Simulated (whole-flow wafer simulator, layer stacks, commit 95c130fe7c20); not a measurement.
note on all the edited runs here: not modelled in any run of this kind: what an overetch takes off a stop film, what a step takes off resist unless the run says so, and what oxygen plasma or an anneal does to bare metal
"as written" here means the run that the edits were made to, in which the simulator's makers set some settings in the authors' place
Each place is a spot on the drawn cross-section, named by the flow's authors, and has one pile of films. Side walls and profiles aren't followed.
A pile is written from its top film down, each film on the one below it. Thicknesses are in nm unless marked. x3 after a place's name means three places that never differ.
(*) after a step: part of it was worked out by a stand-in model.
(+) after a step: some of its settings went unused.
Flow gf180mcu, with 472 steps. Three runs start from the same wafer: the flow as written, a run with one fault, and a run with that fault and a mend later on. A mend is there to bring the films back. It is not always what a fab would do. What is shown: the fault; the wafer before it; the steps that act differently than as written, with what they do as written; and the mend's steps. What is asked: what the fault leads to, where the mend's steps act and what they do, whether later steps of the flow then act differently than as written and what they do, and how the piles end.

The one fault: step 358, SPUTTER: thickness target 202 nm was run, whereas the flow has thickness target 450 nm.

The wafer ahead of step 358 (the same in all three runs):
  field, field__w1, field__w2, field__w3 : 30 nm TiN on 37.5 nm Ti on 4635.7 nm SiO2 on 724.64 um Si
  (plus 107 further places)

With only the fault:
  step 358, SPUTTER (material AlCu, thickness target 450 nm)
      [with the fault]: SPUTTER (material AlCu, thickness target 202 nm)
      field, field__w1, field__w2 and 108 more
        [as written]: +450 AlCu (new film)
        [with the fault]: +202 AlCu (new film)
  Later steps of the flow acting differently than as written:
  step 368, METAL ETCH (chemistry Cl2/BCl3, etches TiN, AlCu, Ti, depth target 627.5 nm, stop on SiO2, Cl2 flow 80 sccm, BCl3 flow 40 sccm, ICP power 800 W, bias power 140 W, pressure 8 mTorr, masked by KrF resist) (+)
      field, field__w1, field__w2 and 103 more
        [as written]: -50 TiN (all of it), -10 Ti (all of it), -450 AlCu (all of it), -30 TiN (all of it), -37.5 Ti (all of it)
        [with the fault]: -50 TiN (all of it), -10 Ti (all of it), -202 AlCu (all of it), -30 TiN (all of it), -37.5 Ti (all of it)
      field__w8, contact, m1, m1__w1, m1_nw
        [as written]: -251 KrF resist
        [with the fault]: -197.7 KrF resist
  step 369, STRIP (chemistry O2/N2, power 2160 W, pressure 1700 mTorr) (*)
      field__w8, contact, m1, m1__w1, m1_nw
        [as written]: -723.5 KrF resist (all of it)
        [with the fault]: -776.8 KrF resist (all of it)
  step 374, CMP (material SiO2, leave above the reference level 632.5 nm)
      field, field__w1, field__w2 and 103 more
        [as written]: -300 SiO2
        [with the fault]: -548 SiO2
  The piles end different from the flow's at field, field__w1, field__w2 and 109 more by more than 2% or 0.5 nm, whichever is larger.
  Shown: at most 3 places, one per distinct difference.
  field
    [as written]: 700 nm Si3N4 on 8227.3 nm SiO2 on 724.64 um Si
    [with the fault]: 700 nm Si3N4 on 7979.3 nm SiO2 on 724.64 um Si
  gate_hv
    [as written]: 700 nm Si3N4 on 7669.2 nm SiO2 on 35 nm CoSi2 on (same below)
    [with the fault]: 700 nm Si3N4 on 7421.2 nm SiO2 on 35 nm CoSi2 on (same below)
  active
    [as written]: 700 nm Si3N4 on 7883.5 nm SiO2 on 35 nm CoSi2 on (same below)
    [with the fault]: 700 nm Si3N4 on 7635.5 nm SiO2 on 35 nm CoSi2 on (same below)

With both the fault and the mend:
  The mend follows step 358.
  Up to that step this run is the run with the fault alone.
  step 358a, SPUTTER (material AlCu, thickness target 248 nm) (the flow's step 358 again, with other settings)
      field, field__w1, field__w2 and 108 more
        +248 AlCu
  None of the later steps of the flow acts differently than as written at any place that is followed.
  The piles end the same as the flow's at every place that both follow.
